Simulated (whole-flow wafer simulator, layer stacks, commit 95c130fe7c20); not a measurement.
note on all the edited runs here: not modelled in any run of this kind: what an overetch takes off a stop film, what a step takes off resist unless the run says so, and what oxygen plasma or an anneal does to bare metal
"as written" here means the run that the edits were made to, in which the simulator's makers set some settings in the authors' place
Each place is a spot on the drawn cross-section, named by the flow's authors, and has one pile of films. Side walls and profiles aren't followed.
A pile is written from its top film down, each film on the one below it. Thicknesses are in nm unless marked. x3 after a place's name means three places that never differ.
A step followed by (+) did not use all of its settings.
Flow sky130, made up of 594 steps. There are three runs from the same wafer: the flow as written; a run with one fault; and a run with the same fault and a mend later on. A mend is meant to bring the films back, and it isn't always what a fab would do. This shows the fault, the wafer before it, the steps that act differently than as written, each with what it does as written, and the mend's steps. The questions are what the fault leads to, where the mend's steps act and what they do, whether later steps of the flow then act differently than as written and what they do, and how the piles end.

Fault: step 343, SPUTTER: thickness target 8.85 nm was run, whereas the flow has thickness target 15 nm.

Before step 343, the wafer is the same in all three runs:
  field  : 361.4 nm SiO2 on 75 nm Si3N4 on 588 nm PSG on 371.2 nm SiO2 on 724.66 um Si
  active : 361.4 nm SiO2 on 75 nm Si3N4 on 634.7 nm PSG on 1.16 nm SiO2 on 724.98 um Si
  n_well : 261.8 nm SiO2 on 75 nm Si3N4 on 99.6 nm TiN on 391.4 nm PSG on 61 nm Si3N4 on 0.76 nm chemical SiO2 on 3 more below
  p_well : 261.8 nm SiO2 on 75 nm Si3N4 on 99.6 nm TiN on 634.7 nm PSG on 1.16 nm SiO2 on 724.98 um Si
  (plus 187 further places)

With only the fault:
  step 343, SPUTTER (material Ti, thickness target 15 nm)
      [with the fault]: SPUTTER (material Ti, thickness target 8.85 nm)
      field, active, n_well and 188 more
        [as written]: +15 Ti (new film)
        [with the fault]: +8.85 Ti (new film)
  Later steps of the flow acting differently than as written (not shown: 11 more steps that differ only slightly, by at most 2% or 0.5 nm, whichever is larger):
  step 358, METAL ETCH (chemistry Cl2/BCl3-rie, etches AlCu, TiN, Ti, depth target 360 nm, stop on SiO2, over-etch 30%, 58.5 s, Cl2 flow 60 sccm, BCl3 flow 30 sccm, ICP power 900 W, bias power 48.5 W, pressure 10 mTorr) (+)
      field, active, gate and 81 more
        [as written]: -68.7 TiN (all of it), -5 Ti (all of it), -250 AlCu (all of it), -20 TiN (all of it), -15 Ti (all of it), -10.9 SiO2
        [with the fault]: -68.7 TiN (all of it), -5 Ti (all of it), -250 AlCu (all of it), -20 TiN (all of it), -8.85 Ti (all of it), -11.5 SiO2
  At n_well, p_well, gate_hv and 104 more, the piles at the end differ from the flow's by more than 2% or 0.5 nm, whichever is larger.
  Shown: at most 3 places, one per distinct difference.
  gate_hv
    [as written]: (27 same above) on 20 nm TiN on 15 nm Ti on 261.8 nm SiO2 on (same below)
    [with the fault]: (27 same above) on 20 nm TiN on 8.85 nm Ti on 261.8 nm SiO2 on (same below)
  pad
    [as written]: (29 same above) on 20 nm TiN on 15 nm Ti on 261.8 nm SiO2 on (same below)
    [with the fault]: (29 same above) on 20 nm TiN on 8.85 nm Ti on 261.8 nm SiO2 on (same below)
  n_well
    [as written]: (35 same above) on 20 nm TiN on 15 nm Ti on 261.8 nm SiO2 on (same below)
    [with the fault]: (35 same above) on 20 nm TiN on 8.85 nm Ti on 261.8 nm SiO2 on (same below)

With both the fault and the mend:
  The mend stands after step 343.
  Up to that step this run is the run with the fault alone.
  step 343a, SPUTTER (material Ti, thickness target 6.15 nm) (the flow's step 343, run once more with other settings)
      field, active, n_well and 188 more
        +6.15 Ti
  None of the later steps of the flow acts differently than as written at any place that is followed.
  At every place that both follow, the piles at the end match the flow's.
